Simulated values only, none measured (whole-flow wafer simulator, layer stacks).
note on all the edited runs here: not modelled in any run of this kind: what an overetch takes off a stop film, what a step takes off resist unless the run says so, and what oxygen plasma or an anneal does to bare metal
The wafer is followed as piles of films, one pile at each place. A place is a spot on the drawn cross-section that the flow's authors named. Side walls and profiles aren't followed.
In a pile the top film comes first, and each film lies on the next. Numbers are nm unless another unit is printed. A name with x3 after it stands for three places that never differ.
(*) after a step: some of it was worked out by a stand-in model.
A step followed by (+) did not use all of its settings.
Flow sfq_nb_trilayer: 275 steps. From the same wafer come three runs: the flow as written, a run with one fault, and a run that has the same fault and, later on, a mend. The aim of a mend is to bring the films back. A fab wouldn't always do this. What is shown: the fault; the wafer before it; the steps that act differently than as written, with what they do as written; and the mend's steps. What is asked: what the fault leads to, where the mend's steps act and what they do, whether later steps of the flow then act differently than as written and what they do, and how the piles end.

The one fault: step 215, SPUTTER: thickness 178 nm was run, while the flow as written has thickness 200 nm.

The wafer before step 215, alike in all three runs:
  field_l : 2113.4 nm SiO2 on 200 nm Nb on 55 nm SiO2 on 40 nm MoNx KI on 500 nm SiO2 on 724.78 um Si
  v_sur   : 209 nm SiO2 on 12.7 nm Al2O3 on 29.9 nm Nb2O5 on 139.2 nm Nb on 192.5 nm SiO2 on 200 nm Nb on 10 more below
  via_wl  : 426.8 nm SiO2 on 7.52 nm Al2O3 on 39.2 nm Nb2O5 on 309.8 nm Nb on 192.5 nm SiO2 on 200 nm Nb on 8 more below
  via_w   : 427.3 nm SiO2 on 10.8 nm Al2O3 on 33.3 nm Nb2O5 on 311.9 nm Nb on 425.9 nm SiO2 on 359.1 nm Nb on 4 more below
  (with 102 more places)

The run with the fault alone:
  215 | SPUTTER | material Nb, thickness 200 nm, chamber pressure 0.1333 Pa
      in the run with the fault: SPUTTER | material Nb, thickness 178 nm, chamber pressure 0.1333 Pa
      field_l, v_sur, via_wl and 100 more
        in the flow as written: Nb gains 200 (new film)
        in the run with the fault: Nb gains 178 (new film)
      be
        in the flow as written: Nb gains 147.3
        in the run with the fault: Nb gains 131.3
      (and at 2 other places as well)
  Later steps of the flow acting differently than as written (6 other steps are not shown; they differ only slightly, by no more than 2% or 0.5 nm, whichever is larger):
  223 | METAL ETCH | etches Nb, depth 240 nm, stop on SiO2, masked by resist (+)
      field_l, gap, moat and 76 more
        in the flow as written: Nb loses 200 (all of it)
        in the run with the fault: Nb loses 178 (all of it)
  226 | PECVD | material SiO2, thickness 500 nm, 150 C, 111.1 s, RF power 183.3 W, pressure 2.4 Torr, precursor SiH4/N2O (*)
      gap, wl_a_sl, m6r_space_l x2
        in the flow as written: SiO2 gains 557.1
        in the run with the fault: SiO2 gains 535.1
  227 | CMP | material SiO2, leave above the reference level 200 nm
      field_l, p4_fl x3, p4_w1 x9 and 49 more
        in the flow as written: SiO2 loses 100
        in the run with the fault: SiO2 loses 122
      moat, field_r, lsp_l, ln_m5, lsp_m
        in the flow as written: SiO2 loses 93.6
        in the run with the fault: SiO2 loses 116.3
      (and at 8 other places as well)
  By the end, the piles at v_sur, via_wl, via_w and 62 more depart from the flow's by more than 2% or 0.5 nm, whichever is larger.
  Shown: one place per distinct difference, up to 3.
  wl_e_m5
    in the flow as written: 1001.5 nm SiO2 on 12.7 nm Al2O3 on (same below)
    in the run with the fault: 979.5 nm SiO2 on 12.7 nm Al2O3 on (same below)
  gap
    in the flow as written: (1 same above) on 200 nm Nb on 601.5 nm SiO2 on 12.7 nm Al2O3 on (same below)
    in the run with the fault: (1 same above) on 200 nm Nb on 579.5 nm SiO2 on 12.7 nm Al2O3 on (same below)
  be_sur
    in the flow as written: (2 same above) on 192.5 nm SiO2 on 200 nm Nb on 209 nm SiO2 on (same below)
    in the run with the fault: (2 same above) on 192.5 nm SiO2 on 178 nm Nb on 209 nm SiO2 on (same below)

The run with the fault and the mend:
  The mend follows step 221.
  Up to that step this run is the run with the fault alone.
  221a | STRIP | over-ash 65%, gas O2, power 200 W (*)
      ln_m5, p4_fl x3, p4_w1 x9 and 48 more
        anti-reflective coat loses 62 (all of it)
      field_r, lsp_m, lsp_r, l0_sur, l0v, wl_a_sl, wl_a_sr, wl_g_sr
        anti-reflective coat loses 61.9 (all of it)
      r5r_line_l, r5r_line_c, r5r_line_r
        anti-reflective coat loses 50 (all of it)
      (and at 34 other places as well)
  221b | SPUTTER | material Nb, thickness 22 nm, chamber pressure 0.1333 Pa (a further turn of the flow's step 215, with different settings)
      field_l, v_sur, via_wl and 98 more
        Nb gains 22
      ce_l, ce_r
        Nb gains 21.2
      be
        Nb gains 13.8
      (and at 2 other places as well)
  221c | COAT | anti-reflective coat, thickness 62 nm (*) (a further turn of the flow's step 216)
      ln_m5, p4_fl x3, p4_w1 x9 and 52 more
        anti-reflective coat gains 62 (new film)
      field_r, lsp_m, ln_m6 and 7 more
        anti-reflective coat gains 61.9 (new film)
      r5r_line_l, r5r_line_c, r5r_line_r
        anti-reflective coat gains 50.2 (new film)
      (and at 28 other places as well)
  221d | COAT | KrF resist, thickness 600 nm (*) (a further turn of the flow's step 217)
      lsp_r, l0_sur, p4_fl x3 and 44 more
        KrF resist gains 600 (new film)
      l0v, wl_b_m5, wl_b_sr and 13 more
        KrF resist gains 599.9 (new film)
      sp_r, wl_a_sr, wl_g_sr
        KrF resist gains 599.7 (new film)
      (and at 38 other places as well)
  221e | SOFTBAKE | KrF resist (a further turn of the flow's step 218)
      does not change any film at any place that is followed
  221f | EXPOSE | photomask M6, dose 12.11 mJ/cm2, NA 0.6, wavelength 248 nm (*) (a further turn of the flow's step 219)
      does not change any film at any place that is followed
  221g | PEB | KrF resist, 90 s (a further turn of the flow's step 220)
      field_l, v_sur, via_wl and 80 more
        KrF resist loses 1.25
      moat, field_r, lsp_l, ln_m5, wl_jj, r5r_spacepad_l, r5r_spacepad_r
        KrF resist loses 1.26
      via_v, wire, be_sur, gap
        KrF resist loses 1.23
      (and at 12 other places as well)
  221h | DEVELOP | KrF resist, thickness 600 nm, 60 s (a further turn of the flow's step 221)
      l0_sur, p4_fl x3, p4_w1 x9 and 33 more
        KrF resist loses 598.7 (all of it)
      v_sur, via_wl, via_w and 24 more
        KrF resist loses 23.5
      l0v, wl_b_sl, wl_b_m5 and 13 more
        KrF resist loses 598.6 (all of it)
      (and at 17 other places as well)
  None of the later steps of the flow differs from how it acts as written, at any place that is followed, by more than 2% or 0.5 nm, whichever is larger.
  At the end the piles are close to the flow's at the places that both follow, differing by at most 2% or 0.5 nm, whichever is larger.
